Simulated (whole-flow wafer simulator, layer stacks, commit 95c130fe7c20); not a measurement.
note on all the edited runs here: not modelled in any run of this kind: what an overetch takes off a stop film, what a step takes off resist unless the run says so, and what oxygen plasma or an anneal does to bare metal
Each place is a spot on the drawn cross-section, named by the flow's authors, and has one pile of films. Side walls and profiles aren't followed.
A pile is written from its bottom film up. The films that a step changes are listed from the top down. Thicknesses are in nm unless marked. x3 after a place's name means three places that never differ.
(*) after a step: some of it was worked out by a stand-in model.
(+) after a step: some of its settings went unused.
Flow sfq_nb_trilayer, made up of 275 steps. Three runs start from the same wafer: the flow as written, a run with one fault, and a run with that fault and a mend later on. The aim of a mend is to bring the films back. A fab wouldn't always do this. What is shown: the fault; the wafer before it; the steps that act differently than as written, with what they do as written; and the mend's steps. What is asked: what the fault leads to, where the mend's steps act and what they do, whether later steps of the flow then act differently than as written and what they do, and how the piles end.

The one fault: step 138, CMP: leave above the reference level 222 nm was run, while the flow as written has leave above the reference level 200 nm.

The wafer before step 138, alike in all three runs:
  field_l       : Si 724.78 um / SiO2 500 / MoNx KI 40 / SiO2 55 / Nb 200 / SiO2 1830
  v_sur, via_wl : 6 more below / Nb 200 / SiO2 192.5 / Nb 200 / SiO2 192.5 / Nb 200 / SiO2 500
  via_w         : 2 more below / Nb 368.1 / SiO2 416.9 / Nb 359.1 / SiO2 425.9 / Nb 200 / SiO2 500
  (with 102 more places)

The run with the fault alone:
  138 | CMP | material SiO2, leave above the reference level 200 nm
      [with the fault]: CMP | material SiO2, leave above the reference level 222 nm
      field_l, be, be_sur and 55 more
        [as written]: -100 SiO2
        [with the fault]: -78 SiO2
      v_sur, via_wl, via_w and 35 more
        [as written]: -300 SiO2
        [with the fault]: -278 SiO2
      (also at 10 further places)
  Later steps of the flow acting differently than as written (7 more steps, not shown, differ only slightly: by at most 2% or 0.5 nm, whichever is larger):
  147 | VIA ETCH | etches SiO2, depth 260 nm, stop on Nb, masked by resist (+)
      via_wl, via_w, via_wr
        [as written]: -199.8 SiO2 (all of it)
        [with the fault]: -221.8 SiO2 (all of it)
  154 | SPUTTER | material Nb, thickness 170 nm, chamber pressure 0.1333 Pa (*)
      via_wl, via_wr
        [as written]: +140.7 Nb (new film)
        [with the fault]: +136.8 Nb (new film)
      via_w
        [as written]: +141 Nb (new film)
        [with the fault]: +137.1 Nb (new film)
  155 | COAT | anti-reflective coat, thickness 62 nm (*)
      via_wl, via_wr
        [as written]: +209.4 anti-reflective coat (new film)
        [with the fault]: +232.1 anti-reflective coat (new film)
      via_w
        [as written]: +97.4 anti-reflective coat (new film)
        [with the fault]: +100.4 anti-reflective coat (new film)
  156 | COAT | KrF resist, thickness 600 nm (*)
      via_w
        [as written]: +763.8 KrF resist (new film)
        [with the fault]: +784.1 KrF resist (new film)
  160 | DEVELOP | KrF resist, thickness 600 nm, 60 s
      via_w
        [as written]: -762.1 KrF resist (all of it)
        [with the fault]: -782.4 KrF resist (all of it)
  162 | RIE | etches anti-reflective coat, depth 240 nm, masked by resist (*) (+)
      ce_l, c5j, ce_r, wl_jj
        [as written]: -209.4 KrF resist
        [with the fault]: -232.1 KrF resist
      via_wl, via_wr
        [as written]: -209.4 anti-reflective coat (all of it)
        [with the fault]: -232.1 anti-reflective coat (all of it)
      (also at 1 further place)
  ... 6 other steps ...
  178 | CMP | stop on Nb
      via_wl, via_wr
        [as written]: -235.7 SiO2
        [with the fault]: -227.2 SiO2
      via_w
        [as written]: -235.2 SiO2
        [with the fault]: -227.2 SiO2
  By the end, the piles at v_sur, via_wl, via_w and 18 more depart from the flow's by more than 2% or 0.5 nm, whichever is larger.
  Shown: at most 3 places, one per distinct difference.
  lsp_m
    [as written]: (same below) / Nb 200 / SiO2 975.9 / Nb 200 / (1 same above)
    [with the fault]: (same below) / Nb 200 / SiO2 997.9 / Nb 200 / (1 same above)
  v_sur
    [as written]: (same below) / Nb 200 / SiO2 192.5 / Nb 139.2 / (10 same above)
    [with the fault]: (same below) / Nb 200 / SiO2 214.5 / Nb 139.2 / (10 same above)
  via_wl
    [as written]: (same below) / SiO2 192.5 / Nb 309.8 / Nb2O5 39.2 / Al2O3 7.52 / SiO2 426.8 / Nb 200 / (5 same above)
    [with the fault]: (same below) / SiO2 192.5 / Nb 307.1 / Nb2O5 39.5 / Al2O3 7.32 / SiO2 451.4 / Nb 200 / (5 same above)

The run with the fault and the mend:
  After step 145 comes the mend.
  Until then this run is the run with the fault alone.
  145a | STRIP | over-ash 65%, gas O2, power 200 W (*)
      field_l, v_sur, via_sp and 100 more
        -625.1 KrF resist (all of it), -62 anti-reflective coat (all of it)
      via_wl, via_w, via_wr
        -62 anti-reflective coat (all of it)
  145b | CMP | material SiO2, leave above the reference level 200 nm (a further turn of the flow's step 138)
      field_l, v_sur, via_wl and 103 more
        -22 SiO2
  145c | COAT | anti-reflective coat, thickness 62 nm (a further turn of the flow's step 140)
      field_l, v_sur, via_wl and 103 more
        +62 anti-reflective coat (new film)
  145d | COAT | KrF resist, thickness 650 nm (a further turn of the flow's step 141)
      field_l, v_sur, via_wl and 103 more
        +650 KrF resist (new film)
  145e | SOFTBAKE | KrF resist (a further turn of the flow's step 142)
      leaves every film unchanged at each place that is followed
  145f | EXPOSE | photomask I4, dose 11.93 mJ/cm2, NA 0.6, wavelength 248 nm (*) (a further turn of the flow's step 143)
      leaves every film unchanged at each place that is followed
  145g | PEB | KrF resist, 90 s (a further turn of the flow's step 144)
      field_l, v_sur, via_wl and 103 more
        -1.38 KrF resist
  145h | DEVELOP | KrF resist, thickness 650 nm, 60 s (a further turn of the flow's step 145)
      field_l, v_sur, via_sp and 100 more
        -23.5 KrF resist
      via_wl, via_w, via_wr
        -648.6 KrF resist (all of it)
  Every later step of the flow that is run acts as written at every place that is followed.
  The piles end the same as the flow's at every place that both follow.
